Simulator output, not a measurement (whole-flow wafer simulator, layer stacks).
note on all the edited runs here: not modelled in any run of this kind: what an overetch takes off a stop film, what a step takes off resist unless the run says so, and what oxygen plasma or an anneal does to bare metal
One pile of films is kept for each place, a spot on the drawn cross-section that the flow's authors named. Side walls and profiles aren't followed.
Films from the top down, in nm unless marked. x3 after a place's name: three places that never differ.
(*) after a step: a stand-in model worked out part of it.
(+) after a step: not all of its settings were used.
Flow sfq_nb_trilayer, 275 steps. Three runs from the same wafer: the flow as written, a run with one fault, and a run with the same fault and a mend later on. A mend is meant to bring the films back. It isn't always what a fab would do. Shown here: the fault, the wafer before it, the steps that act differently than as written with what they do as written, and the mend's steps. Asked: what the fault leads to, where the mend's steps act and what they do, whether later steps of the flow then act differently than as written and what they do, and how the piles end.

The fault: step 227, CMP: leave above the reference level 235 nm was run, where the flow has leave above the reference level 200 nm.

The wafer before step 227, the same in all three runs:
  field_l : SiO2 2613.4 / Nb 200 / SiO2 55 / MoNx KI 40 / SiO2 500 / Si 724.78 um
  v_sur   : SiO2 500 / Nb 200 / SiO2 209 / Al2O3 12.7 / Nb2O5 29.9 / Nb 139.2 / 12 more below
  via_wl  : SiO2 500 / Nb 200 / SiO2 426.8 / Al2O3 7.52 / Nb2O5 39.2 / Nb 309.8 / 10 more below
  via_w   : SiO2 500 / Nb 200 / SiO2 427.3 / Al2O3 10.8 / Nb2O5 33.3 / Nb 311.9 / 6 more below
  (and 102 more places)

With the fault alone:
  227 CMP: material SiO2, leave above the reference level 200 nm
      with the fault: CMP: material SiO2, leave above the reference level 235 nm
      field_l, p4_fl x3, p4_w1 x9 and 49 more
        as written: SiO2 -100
        with the fault: SiO2 -65
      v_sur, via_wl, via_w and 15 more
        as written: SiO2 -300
        with the fault: SiO2 -265
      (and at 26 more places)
  Later steps of the flow that act differently than as written (3 more steps differ only slightly, by at most 2% or 0.5 nm, whichever is larger, and aren't shown):
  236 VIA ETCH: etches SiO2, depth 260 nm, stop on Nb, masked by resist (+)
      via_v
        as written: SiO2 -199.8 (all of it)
        with the fault: SiO2 -234.8 (all of it)
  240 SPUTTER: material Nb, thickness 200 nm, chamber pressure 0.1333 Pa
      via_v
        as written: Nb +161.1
        with the fault: Nb +152.9
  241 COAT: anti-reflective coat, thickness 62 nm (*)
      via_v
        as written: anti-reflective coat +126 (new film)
        with the fault: anti-reflective coat +133.8 (new film)
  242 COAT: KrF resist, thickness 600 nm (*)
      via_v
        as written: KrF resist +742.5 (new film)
        with the fault: KrF resist +772 (new film)
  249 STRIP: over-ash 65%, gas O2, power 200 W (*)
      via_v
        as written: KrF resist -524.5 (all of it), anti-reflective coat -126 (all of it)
        with the fault: KrF resist -553.9 (all of it), anti-reflective coat -133.8 (all of it)
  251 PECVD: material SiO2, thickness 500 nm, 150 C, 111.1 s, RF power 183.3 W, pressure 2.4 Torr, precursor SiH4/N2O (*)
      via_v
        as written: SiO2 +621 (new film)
        with the fault: SiO2 +664.2 (new film)
  At the end the piles differ from the flow's by more than 2% or 0.5 nm, whichever is larger, at v_sur, via_wl, via_w and 80 more.
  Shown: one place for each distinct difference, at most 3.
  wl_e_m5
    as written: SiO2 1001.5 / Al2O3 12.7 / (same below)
    with the fault: SiO2 1036.5 / Al2O3 12.7 / (same below)
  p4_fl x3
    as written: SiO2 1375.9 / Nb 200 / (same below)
    with the fault: SiO2 1410.9 / Nb 200 / (same below)
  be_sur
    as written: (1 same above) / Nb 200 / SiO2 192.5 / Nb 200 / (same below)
    with the fault: (1 same above) / Nb 200 / SiO2 227.5 / Nb 200 / (same below)

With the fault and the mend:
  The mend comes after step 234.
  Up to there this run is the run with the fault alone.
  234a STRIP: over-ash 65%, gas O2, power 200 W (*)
      field_l, v_sur, via_wl and 102 more
        KrF resist -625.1 (all of it), anti-reflective coat -62 (all of it)
      via_v
        anti-reflective coat -62 (all of it)
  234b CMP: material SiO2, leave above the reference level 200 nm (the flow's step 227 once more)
      field_l, v_sur, via_wl and 103 more
        SiO2 -35
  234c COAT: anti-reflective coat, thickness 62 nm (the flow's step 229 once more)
      field_l, v_sur, via_wl and 103 more
        anti-reflective coat +62 (new film)
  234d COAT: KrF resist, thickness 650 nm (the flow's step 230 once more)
      field_l, v_sur, via_wl and 103 more
        KrF resist +650 (new film)
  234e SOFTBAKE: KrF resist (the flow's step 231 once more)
      changes no film at any place that is followed
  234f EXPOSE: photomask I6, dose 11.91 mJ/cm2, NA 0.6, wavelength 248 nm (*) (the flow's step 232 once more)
      changes no film at any place that is followed
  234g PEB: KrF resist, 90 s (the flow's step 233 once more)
      field_l, v_sur, via_wl and 103 more
        KrF resist -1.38
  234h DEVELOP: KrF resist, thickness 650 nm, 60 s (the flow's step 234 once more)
      field_l, v_sur, via_wl and 102 more
        KrF resist -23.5
      via_v
        KrF resist -648.6 (all of it)
  No later step of the flow acts differently than as written at any place that is followed.
  At the end the piles are the same as the flow's at every place that both follow.
